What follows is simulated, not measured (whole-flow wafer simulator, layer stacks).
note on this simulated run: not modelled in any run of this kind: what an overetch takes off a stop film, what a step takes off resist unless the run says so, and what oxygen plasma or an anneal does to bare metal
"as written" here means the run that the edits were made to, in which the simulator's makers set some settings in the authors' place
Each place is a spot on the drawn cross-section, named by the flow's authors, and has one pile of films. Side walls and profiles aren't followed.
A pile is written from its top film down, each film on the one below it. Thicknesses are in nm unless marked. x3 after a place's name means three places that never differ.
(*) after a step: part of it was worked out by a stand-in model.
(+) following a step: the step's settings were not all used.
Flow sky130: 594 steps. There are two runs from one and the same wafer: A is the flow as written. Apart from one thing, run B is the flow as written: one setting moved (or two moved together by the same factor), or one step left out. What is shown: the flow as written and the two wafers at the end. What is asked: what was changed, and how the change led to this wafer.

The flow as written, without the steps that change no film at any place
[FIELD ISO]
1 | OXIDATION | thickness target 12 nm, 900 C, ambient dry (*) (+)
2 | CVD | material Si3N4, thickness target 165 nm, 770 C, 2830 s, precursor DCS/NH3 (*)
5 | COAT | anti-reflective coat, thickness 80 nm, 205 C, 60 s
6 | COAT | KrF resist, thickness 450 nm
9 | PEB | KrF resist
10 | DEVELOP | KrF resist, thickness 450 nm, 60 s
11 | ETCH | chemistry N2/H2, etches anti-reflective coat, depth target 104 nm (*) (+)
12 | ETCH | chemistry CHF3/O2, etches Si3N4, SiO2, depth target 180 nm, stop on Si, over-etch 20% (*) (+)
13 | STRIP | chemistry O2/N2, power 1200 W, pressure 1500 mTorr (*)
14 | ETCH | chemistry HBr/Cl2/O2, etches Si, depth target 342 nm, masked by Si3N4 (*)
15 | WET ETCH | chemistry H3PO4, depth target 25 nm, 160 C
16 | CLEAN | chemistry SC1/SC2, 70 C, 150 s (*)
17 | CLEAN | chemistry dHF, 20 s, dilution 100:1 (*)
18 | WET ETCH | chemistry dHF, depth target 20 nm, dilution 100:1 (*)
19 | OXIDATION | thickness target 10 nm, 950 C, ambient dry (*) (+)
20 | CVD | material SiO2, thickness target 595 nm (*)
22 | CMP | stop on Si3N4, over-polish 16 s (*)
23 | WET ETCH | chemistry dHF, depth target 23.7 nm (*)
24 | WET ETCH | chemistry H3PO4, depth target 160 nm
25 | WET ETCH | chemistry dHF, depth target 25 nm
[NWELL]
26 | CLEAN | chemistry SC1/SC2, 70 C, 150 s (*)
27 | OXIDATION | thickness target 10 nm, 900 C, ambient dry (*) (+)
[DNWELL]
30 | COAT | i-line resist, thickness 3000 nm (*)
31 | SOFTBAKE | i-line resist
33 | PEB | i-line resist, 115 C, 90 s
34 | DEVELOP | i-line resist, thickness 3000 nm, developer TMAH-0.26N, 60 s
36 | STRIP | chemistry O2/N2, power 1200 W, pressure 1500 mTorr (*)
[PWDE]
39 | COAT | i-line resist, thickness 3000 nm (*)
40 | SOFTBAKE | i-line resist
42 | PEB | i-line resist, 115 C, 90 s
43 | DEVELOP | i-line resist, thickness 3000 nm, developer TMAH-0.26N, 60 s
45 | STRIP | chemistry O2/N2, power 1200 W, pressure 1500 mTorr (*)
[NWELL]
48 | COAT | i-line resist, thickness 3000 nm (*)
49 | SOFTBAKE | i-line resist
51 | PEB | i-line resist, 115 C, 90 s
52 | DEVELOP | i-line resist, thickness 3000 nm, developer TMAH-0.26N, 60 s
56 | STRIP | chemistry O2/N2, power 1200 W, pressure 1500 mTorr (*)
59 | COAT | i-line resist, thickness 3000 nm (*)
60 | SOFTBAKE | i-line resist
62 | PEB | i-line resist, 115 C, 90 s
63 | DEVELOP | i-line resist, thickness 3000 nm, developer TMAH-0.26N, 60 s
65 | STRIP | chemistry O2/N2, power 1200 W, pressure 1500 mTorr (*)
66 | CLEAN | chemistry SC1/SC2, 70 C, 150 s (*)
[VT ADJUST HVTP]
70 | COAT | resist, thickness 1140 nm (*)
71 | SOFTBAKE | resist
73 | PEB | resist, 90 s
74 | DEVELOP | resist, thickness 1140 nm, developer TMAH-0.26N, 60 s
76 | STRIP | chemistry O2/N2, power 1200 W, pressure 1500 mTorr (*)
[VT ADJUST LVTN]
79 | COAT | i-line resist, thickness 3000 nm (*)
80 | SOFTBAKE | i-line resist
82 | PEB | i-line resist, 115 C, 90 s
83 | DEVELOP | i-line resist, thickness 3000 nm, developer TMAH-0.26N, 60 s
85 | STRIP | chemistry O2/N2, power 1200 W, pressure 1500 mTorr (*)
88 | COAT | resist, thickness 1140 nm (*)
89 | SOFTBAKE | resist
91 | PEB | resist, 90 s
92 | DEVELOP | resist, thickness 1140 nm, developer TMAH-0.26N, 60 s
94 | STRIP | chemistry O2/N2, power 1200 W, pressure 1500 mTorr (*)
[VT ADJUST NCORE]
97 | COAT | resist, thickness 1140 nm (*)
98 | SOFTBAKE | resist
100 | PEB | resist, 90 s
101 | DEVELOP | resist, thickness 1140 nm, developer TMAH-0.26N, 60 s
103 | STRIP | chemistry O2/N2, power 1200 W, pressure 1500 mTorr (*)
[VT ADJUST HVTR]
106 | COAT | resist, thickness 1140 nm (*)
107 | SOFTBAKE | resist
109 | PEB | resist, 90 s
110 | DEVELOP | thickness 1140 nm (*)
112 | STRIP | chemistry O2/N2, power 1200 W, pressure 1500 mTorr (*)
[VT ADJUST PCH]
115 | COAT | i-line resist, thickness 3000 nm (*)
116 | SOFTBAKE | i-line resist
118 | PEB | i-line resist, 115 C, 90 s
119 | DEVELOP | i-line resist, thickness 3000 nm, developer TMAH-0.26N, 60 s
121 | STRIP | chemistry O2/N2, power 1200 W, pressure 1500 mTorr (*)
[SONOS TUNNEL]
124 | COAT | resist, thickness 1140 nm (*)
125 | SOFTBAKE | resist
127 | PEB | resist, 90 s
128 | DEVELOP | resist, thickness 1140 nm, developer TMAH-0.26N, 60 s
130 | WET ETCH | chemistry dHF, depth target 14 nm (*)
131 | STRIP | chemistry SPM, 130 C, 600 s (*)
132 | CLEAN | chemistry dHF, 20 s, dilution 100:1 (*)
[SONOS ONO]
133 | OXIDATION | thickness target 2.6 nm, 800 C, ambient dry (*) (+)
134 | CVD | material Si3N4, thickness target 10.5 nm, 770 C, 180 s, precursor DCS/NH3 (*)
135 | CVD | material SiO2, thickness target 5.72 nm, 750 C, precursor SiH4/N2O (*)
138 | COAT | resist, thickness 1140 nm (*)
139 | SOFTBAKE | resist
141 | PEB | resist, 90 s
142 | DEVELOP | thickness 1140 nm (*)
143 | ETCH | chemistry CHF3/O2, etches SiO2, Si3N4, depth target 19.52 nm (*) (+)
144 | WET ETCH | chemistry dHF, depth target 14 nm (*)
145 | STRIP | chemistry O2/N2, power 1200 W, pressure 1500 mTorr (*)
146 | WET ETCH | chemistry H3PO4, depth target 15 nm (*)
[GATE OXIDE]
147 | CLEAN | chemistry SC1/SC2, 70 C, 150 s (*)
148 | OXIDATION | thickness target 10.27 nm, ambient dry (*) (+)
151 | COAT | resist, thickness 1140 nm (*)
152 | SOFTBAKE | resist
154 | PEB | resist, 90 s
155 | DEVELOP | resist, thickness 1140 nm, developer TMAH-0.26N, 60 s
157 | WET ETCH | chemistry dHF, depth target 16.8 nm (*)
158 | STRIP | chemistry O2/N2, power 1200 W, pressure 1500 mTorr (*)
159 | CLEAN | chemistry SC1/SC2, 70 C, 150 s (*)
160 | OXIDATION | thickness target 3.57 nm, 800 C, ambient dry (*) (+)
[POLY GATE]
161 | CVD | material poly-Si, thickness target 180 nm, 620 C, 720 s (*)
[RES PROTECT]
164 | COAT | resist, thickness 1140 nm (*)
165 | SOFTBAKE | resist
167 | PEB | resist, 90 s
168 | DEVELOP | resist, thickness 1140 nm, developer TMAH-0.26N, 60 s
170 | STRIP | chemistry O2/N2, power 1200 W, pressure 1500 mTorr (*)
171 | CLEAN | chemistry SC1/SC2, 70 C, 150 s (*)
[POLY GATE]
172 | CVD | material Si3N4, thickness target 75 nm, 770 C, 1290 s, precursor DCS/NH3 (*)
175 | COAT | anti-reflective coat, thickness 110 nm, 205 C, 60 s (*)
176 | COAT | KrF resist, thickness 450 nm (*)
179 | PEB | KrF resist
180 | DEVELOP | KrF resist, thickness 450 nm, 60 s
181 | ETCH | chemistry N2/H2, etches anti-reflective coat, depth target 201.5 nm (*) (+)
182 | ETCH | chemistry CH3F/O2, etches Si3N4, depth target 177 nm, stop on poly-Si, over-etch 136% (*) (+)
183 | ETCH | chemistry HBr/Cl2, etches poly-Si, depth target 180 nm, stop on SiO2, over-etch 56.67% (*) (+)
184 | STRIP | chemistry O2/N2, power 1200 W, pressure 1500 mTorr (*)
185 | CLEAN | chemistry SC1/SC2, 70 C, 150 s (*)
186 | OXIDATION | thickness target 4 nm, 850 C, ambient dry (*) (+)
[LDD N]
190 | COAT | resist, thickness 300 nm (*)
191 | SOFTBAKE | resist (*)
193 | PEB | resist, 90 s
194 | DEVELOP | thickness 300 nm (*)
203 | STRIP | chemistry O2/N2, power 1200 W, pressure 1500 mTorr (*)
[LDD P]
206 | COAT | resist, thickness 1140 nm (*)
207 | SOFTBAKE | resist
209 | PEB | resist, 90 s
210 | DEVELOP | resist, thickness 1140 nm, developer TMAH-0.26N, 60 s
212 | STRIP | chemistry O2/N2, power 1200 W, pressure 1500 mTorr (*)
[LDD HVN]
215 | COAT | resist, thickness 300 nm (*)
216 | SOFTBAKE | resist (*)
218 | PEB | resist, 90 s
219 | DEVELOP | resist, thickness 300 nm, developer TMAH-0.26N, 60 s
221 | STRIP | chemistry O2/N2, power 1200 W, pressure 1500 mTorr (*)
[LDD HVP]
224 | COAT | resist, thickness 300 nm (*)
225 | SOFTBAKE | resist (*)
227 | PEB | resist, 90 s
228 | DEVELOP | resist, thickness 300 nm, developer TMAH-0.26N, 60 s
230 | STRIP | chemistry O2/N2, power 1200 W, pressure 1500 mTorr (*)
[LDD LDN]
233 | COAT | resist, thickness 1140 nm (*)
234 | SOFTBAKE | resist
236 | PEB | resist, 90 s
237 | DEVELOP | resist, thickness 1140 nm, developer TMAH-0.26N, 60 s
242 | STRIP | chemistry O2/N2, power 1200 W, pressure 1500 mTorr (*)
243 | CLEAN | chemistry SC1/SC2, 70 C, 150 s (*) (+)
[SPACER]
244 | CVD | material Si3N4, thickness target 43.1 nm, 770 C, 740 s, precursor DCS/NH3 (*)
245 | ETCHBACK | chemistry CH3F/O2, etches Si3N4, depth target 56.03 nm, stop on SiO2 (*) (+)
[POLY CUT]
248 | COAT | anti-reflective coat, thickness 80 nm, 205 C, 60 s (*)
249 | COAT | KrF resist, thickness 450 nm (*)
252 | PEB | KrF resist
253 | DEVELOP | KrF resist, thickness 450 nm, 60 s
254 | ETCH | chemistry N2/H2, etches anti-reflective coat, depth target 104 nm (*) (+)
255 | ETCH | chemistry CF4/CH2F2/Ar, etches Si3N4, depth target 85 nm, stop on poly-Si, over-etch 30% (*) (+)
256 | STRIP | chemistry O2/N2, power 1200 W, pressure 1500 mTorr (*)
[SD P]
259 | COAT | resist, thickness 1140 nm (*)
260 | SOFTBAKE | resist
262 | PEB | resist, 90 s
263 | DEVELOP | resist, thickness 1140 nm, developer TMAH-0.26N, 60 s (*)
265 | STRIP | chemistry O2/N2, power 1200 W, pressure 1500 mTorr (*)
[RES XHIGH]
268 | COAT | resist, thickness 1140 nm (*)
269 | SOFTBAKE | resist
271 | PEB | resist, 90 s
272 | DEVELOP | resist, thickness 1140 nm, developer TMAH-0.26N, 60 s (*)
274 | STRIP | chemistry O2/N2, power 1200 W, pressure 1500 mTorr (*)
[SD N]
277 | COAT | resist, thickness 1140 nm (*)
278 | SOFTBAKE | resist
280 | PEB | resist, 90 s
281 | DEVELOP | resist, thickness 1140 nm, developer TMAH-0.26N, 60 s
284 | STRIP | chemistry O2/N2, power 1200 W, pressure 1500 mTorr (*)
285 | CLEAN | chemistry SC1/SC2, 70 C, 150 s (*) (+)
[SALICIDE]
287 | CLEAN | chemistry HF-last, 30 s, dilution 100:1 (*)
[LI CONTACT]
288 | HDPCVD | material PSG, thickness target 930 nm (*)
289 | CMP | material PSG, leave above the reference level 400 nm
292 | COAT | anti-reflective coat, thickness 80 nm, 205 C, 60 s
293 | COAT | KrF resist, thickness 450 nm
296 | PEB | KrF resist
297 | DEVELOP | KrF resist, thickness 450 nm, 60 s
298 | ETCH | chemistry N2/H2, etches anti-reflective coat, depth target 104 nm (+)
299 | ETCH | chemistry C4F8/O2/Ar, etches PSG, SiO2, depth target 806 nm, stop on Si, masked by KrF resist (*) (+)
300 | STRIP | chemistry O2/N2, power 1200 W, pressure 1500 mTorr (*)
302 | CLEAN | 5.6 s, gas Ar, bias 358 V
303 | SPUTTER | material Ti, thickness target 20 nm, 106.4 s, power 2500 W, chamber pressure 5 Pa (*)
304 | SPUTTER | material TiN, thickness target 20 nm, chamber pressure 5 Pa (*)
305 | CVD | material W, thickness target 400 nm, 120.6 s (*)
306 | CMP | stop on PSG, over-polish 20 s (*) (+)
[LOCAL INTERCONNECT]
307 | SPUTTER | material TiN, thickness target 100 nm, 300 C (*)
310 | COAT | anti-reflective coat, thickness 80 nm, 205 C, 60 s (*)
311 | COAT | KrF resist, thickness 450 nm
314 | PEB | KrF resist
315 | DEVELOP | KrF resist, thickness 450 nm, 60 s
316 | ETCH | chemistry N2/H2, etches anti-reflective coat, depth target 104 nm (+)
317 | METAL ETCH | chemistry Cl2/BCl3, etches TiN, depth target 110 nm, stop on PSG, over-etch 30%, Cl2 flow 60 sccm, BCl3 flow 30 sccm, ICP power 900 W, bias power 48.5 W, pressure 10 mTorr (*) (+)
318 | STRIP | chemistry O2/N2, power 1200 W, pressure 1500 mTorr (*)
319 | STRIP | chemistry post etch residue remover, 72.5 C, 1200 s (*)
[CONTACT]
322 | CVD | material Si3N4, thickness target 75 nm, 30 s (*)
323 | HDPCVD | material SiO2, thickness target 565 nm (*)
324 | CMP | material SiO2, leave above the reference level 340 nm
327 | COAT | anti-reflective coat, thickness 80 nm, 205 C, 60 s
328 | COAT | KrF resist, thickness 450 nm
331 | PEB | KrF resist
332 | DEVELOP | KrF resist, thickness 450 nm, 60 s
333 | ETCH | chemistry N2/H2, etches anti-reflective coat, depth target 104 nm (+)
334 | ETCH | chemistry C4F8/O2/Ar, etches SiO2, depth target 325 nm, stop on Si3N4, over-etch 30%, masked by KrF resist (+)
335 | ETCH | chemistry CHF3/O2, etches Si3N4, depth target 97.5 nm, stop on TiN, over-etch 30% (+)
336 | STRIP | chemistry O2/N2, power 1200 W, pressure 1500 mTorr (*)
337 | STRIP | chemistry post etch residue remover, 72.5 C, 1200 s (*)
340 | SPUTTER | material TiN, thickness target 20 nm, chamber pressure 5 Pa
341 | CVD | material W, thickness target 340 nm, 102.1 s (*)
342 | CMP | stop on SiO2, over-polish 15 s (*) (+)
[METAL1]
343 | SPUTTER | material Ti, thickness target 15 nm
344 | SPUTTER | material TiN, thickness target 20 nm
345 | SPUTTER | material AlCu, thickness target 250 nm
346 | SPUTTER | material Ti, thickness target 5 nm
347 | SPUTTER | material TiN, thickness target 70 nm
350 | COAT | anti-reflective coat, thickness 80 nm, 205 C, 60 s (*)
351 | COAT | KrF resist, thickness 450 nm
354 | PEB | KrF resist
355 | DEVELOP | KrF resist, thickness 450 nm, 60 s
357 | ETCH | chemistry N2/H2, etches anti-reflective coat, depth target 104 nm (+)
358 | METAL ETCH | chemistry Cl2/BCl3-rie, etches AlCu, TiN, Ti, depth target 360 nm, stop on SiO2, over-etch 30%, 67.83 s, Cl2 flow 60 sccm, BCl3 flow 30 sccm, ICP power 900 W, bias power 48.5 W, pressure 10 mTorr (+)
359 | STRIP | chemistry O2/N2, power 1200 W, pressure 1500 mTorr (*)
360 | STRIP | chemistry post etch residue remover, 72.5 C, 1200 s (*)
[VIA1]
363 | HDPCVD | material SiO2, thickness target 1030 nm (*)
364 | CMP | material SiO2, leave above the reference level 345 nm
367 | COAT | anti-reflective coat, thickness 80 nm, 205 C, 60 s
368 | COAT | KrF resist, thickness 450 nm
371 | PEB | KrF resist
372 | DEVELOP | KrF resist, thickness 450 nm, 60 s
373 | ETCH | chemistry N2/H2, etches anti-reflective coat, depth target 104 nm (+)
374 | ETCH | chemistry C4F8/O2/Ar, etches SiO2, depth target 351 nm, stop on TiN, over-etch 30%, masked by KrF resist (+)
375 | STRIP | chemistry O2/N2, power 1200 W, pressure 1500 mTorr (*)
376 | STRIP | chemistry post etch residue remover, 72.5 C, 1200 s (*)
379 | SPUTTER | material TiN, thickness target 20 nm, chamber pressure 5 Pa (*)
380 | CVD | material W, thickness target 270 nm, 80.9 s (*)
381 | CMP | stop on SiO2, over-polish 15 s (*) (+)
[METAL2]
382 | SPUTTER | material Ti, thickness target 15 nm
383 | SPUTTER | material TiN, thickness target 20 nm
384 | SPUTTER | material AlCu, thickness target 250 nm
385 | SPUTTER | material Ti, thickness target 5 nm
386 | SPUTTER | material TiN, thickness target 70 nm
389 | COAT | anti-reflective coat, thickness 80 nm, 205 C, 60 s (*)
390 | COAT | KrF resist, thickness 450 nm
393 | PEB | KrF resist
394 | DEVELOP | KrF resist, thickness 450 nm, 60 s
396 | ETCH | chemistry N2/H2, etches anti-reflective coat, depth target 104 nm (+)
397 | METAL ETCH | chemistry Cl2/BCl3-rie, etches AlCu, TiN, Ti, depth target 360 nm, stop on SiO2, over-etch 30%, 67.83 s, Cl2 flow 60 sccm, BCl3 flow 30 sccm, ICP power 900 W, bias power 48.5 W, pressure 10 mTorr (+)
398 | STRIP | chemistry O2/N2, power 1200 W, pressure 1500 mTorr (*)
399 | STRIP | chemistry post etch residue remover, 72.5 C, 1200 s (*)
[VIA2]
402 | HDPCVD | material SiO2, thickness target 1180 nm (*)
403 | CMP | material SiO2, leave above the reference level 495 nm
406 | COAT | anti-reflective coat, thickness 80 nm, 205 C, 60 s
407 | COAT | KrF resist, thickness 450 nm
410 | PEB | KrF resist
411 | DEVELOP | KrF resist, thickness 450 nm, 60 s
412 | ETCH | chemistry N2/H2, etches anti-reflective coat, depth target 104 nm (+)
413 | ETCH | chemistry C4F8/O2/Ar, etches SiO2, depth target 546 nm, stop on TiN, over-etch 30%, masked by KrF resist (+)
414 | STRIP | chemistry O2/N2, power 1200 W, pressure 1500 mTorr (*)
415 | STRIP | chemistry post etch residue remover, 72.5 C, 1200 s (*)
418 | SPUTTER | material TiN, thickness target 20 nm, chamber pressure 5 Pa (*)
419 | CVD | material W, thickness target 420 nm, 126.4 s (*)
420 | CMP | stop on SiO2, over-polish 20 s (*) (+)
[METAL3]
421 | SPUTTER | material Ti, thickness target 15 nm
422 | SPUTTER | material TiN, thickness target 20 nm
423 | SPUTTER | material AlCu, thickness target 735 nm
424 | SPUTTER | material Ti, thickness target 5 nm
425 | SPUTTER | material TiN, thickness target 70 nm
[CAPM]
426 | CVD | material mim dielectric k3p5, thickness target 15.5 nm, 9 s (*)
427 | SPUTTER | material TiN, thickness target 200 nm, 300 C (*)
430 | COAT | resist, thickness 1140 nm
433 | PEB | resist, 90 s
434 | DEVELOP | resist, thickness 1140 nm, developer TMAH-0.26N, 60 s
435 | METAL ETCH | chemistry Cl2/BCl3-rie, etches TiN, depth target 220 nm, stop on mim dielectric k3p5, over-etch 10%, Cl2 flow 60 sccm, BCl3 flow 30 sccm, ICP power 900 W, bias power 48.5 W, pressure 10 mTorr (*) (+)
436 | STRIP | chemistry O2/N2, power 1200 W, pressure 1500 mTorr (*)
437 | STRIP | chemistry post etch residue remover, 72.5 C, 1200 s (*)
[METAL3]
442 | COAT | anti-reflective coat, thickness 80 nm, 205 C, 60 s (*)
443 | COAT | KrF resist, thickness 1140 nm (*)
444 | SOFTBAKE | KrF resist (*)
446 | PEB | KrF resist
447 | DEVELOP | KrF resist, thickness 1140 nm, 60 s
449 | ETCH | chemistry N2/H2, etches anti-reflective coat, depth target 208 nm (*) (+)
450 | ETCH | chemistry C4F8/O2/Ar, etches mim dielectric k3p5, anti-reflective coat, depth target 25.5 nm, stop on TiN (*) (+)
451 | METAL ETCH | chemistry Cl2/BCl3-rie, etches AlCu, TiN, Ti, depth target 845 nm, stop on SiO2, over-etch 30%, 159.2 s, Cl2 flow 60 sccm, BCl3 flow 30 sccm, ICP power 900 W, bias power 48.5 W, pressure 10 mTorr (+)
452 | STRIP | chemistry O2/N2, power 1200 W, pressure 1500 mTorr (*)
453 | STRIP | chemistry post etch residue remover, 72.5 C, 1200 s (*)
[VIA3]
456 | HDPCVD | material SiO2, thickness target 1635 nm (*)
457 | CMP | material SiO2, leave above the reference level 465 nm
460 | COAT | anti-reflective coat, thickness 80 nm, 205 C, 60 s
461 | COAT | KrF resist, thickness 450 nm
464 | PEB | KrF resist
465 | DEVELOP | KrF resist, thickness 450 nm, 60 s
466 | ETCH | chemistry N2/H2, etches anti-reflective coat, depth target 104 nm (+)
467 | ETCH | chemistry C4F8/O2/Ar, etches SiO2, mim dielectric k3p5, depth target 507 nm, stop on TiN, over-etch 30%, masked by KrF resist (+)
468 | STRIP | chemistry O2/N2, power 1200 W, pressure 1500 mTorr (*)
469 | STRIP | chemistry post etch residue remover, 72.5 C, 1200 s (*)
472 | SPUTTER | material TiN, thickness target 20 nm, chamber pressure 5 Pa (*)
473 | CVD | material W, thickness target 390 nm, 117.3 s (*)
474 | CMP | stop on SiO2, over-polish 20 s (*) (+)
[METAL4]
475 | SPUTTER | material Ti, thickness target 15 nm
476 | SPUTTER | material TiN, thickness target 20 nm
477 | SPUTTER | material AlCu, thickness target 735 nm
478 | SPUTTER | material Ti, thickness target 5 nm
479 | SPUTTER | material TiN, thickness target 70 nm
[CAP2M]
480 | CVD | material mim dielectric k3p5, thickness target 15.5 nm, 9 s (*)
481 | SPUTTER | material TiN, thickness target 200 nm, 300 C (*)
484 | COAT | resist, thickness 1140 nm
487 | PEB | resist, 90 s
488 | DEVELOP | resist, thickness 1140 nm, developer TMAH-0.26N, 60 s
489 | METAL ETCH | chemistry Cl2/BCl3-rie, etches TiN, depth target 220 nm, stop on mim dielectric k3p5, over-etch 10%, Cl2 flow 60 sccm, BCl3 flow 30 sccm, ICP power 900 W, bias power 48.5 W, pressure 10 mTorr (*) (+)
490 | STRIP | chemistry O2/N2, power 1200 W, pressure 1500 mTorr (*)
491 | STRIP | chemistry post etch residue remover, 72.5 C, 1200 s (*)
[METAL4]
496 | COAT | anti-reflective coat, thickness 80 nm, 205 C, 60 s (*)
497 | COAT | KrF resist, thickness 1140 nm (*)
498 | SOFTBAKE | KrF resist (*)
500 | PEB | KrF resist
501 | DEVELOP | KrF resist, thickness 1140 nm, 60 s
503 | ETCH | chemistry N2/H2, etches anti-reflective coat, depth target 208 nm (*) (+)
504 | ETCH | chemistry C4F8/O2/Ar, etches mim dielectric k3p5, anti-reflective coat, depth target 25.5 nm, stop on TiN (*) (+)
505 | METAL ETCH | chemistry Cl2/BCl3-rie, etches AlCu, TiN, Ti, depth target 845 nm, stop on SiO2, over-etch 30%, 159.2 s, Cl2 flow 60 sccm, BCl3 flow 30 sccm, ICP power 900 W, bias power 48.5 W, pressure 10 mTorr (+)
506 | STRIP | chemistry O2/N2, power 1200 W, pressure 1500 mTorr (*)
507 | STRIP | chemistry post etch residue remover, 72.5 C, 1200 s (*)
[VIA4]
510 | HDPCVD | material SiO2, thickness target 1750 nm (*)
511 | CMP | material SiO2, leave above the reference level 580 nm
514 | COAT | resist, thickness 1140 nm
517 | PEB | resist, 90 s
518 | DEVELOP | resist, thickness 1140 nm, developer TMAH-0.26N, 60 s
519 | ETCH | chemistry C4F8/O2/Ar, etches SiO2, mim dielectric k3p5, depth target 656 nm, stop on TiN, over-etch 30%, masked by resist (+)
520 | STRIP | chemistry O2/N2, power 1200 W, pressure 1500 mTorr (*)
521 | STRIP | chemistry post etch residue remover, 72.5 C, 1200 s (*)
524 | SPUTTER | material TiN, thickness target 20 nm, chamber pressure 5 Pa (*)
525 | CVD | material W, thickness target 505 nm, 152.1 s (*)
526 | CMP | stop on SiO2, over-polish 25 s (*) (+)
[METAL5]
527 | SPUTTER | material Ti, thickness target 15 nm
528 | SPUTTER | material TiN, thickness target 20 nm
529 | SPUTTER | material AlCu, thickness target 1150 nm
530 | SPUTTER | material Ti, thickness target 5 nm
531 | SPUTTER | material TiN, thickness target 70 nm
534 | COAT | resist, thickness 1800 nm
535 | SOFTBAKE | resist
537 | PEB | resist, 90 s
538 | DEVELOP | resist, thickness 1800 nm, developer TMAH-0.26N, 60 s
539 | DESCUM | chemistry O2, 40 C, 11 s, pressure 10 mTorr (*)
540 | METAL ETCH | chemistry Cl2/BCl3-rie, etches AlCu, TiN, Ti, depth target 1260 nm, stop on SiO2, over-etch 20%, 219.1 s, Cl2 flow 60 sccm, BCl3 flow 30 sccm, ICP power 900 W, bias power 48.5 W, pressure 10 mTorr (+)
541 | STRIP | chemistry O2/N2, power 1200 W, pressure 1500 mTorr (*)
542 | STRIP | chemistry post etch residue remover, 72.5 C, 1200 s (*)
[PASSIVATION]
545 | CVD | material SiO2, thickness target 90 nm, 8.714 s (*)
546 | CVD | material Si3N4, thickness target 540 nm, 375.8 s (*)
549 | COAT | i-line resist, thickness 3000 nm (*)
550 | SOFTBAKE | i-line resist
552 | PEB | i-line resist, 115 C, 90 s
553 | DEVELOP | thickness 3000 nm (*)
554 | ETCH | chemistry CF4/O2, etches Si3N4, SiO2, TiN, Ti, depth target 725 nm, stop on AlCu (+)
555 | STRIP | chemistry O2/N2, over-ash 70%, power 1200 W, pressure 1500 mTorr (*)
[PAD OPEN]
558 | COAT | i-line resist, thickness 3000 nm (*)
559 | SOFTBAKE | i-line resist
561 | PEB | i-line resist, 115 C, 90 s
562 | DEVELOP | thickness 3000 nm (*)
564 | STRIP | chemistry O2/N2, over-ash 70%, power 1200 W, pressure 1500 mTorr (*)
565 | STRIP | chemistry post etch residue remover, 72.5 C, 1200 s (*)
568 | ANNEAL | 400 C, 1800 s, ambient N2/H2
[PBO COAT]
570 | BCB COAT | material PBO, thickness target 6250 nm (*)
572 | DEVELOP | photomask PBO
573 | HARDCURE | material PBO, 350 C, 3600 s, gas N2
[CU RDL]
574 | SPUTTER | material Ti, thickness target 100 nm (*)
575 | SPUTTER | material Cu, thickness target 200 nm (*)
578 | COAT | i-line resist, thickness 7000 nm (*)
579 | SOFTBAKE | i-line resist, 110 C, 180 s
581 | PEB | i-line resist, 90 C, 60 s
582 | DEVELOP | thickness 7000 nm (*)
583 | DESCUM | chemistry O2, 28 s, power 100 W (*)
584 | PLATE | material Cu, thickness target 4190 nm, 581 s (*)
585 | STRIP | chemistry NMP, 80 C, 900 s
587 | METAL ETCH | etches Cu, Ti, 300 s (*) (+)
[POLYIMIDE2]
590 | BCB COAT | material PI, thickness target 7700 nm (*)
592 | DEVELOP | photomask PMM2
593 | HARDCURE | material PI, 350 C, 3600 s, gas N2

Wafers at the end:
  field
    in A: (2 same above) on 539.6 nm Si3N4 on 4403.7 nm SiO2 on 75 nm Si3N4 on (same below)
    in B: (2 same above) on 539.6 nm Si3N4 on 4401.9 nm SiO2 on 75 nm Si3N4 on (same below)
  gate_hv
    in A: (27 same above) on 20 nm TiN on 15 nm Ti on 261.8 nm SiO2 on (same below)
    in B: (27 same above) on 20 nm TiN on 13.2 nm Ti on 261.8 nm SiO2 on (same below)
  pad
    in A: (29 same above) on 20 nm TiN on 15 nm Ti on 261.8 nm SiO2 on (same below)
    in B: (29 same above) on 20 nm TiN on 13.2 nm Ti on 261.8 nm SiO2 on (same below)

The reason: step 343, SPUTTER: thickness target 13.2 nm was run, whereas the flow has thickness target 15 nm.
The wafer lets one read it off: gate_hv has Ti 13.2, and step 343 as written asks for 15 nm.

The path from the change to this, step by step:
  343 | SPUTTER | material Ti, thickness target 15 nm
      field, active, n_well and 188 more: A Ti gains 15 (new film) | B Ti gains 13.2 (new film)
  358 | METAL ETCH | chemistry Cl2/BCl3-rie, etches AlCu, TiN, Ti, depth target 360 nm, stop on SiO2, over-etch 30%, 67.83 s, Cl2 flow 60 sccm, BCl3 flow 30 sccm, ICP power 900 W, bias power 48.5 W, pressure 10 mTorr (+)
      field, active, gate and 81 more: A TiN loses 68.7 (all of it), Ti loses 5 (all of it), AlCu loses 250 (all of it), TiN loses 20 (all of it), Ti loses 15 (all of it), SiO2 loses 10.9 | B TiN loses 68.7 (all of it), Ti loses 5 (all of it), AlCu loses 250 (all of it), TiN loses 20 (all of it), Ti loses 13.2 (all of it), SiO2 loses 11.1
